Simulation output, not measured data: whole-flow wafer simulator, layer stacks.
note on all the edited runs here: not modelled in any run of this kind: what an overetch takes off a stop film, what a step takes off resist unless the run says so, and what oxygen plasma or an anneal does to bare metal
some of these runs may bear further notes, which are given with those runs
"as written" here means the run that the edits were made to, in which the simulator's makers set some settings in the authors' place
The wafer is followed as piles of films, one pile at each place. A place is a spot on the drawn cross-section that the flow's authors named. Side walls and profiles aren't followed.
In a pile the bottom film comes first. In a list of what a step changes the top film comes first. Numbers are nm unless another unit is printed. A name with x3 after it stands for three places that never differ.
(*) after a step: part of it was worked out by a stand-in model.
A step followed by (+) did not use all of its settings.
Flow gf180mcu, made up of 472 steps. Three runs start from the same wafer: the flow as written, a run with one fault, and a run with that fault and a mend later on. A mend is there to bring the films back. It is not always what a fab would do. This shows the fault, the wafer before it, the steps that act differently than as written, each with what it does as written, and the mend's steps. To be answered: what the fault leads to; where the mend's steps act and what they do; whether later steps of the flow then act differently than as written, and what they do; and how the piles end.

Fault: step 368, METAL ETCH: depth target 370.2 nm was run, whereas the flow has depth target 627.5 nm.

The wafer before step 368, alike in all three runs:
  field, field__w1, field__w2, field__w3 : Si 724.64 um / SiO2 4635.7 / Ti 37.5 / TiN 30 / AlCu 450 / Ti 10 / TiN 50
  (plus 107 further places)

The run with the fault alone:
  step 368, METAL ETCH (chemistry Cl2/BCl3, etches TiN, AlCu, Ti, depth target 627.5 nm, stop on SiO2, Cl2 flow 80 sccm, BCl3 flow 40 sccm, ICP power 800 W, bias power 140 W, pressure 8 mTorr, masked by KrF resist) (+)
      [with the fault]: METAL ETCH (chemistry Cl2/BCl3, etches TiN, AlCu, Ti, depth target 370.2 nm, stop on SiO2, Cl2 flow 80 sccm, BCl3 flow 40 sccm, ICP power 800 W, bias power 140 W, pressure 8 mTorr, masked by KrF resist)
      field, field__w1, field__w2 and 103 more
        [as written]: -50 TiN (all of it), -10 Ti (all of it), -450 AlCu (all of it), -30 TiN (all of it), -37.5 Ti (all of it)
        [with the fault]: -50 TiN (all of it), -10 Ti (all of it), -310.2 AlCu
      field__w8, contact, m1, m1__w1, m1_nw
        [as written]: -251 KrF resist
        [with the fault]: -148.1 KrF resist
  Steps later in the flow that act otherwise than as written:
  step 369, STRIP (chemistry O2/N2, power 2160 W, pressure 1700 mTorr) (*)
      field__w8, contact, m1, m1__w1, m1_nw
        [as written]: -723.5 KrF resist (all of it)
        [with the fault]: -826.4 KrF resist (all of it)
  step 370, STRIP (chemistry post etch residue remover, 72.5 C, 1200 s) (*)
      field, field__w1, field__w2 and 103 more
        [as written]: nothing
        [with the fault]: -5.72 AlCu
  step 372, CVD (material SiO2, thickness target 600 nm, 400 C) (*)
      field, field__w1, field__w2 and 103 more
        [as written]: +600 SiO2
        [with the fault]: +600 SiO2 (new film)
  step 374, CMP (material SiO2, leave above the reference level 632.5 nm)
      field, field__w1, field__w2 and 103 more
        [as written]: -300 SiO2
        [with the fault]: -501.6 SiO2
  At field, field__w1, field__w2 and 104 more, the piles at the end differ from the flow's by more than 2% or 0.5 nm, whichever is larger.
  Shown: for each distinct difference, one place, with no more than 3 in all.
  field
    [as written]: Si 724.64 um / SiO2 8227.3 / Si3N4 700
    [with the fault]: Si 724.64 um / SiO2 4635.7 / Ti 37.5 / TiN 30 / AlCu 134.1 / SiO2 3390 / Si3N4 700
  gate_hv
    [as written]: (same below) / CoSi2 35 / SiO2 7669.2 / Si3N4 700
    [with the fault]: (same below) / CoSi2 35 / SiO2 4077.6 / Ti 37.5 / TiN 30 / AlCu 134.1 / SiO2 3390 / Si3N4 700
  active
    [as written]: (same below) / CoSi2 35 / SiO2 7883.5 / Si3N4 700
    [with the fault]: (same below) / CoSi2 35 / SiO2 4291.9 / Ti 37.5 / TiN 30 / AlCu 134.1 / SiO2 3390 / Si3N4 700

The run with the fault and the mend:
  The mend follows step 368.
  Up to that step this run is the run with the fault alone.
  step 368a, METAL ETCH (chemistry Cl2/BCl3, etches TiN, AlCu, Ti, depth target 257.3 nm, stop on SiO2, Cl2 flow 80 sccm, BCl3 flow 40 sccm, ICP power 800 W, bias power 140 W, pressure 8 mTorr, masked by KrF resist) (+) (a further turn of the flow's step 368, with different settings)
      field, field__w1, field__w2 and 103 more
        -139.8 AlCu (all of it), -30 TiN (all of it), -37.5 Ti (all of it)
      field__w8, contact, m1, m1__w1, m1_nw
        -102.9 KrF resist
  Later steps of the flow that are run all act as written at every place that is followed.
  By the end, the piles equal the flow's at every place that both follow.
